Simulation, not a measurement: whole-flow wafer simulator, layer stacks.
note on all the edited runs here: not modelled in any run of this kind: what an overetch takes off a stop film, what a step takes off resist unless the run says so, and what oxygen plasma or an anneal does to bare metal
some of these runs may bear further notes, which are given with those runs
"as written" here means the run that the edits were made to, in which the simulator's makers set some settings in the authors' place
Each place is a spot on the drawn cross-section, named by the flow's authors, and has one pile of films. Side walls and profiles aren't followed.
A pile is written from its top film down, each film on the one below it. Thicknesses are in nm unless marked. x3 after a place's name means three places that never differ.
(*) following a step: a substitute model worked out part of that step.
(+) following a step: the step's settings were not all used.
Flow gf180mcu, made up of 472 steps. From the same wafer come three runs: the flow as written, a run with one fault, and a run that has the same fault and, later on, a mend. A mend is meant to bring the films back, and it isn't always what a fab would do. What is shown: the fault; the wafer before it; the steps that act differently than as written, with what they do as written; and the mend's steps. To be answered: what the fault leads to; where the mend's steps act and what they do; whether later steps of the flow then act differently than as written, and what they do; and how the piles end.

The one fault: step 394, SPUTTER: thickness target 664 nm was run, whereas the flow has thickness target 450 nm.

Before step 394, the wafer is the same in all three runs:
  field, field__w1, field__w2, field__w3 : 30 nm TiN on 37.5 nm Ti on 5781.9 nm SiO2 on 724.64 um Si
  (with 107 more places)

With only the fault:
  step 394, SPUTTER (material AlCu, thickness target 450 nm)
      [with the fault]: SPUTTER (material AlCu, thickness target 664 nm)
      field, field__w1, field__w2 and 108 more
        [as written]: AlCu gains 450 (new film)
        [with the fault]: AlCu gains 664 (new film)
  Steps later in the flow that act otherwise than as written (not shown: 1 more step that differs only slightly, by at most 2% or 0.5 nm, whichever is larger):
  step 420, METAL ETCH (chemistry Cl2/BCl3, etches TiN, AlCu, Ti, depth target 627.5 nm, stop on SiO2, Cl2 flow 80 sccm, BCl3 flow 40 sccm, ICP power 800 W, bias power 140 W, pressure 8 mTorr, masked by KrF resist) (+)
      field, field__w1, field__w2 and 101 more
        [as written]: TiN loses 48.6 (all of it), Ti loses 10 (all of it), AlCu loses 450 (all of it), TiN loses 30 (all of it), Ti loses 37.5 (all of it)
        [with the fault]: TiN loses 48.6 (all of it), Ti loses 10 (all of it), AlCu loses 568.9
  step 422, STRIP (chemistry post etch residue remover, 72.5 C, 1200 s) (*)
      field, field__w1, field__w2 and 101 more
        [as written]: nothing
        [with the fault]: AlCu loses 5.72
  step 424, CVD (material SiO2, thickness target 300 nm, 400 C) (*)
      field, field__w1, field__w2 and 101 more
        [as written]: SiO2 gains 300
        [with the fault]: SiO2 gains 300 (new film)
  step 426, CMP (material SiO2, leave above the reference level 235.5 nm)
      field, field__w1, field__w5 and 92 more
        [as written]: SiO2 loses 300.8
        [with the fault]: SiO2 loses 243.7
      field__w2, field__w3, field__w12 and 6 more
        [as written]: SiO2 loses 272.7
        [with the fault]: SiO2 loses 212.9
  At field, field__w1, field__w2 and 109 more, the piles at the end differ from the flow's by more than 2% or 0.5 nm, whichever is larger.
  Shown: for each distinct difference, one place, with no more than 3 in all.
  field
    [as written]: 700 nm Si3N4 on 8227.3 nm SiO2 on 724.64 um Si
    [with the fault]: 700 nm Si3N4 on 2502.5 nm SiO2 on 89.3 nm AlCu on 30 nm TiN on 37.5 nm Ti on 5781.9 nm SiO2 on 724.64 um Si
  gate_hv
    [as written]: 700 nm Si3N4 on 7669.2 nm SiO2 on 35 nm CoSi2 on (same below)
    [with the fault]: 700 nm Si3N4 on 2502.5 nm SiO2 on 89.3 nm AlCu on 30 nm TiN on 37.5 nm Ti on 5223.8 nm SiO2 on 35 nm CoSi2 on (same below)
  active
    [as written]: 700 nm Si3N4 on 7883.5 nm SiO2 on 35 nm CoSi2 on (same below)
    [with the fault]: 700 nm Si3N4 on 2502.5 nm SiO2 on 89.3 nm AlCu on 30 nm TiN on 37.5 nm Ti on 5438.1 nm SiO2 on 35 nm CoSi2 on (same below)

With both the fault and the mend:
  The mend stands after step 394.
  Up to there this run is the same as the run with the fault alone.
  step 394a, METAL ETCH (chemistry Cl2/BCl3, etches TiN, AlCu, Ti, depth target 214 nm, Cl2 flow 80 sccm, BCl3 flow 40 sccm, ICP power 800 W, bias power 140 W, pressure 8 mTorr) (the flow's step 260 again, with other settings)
      field, field__w1, field__w2 and 108 more
        AlCu loses 214
  None of the later steps of the flow acts differently than as written at any place that is followed.
  At every place that both follow, the piles at the end match the flow's.
